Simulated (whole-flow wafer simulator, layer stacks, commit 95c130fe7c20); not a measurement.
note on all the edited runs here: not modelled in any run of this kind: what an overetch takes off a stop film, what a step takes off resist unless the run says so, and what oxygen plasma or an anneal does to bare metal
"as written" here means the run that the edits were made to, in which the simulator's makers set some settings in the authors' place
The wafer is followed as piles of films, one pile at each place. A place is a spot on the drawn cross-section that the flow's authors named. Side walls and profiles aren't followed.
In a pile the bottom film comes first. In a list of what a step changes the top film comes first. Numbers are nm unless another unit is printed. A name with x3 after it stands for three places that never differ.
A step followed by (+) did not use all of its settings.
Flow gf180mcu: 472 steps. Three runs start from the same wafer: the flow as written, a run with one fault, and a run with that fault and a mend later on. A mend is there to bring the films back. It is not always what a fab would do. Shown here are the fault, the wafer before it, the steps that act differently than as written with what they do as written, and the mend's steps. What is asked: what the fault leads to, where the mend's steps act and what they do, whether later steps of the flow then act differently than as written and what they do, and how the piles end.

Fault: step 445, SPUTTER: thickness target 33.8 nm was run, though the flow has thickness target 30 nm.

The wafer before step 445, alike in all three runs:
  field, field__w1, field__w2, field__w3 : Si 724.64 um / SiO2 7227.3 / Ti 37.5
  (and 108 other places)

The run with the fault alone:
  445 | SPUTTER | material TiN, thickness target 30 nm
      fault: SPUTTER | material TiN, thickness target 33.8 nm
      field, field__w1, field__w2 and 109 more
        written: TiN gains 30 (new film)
        fault: TiN gains 33.8 (new film)
  Later steps of the flow acting differently than as written (not shown: 4 more steps that differ only slightly, by at most 2% or 0.5 nm, whichever is larger):
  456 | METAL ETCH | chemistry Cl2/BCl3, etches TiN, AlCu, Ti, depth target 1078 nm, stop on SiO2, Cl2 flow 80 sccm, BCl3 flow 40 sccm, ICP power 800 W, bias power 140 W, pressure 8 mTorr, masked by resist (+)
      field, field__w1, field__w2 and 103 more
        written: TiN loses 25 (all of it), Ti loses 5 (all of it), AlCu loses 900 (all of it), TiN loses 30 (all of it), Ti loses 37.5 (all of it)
        fault: TiN loses 25 (all of it), Ti loses 5 (all of it), AlCu loses 900 (all of it), TiN loses 33.8 (all of it), Ti loses 37.5 (all of it)
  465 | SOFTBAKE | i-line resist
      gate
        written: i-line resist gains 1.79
        fault: i-line resist loses 0.34
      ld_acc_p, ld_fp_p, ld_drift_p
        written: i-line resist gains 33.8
        fault: i-line resist gains 27
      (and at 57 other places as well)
  The piles end different from the flow's at field__w8, contact, m1, m1__w1, pad, m1_nw by more than 2% or 0.5 nm, whichever is larger.
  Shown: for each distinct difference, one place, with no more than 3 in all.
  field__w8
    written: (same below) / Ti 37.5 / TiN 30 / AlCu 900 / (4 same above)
    fault: (same below) / Ti 37.5 / TiN 33.8 / AlCu 900 / (4 same above)
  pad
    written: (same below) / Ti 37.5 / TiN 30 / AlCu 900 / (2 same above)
    fault: (same below) / Ti 37.5 / TiN 33.8 / AlCu 900 / (2 same above)

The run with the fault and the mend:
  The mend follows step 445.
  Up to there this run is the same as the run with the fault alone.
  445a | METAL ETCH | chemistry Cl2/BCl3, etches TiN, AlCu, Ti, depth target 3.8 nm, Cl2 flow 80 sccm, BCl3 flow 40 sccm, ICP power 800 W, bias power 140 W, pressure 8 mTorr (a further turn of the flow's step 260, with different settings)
      field, field__w1, field__w2 and 109 more
        TiN loses 3.8
  Later steps of the flow that are run all act as written at every place that is followed.
  The piles end the same as the flow's at every place that both follow.
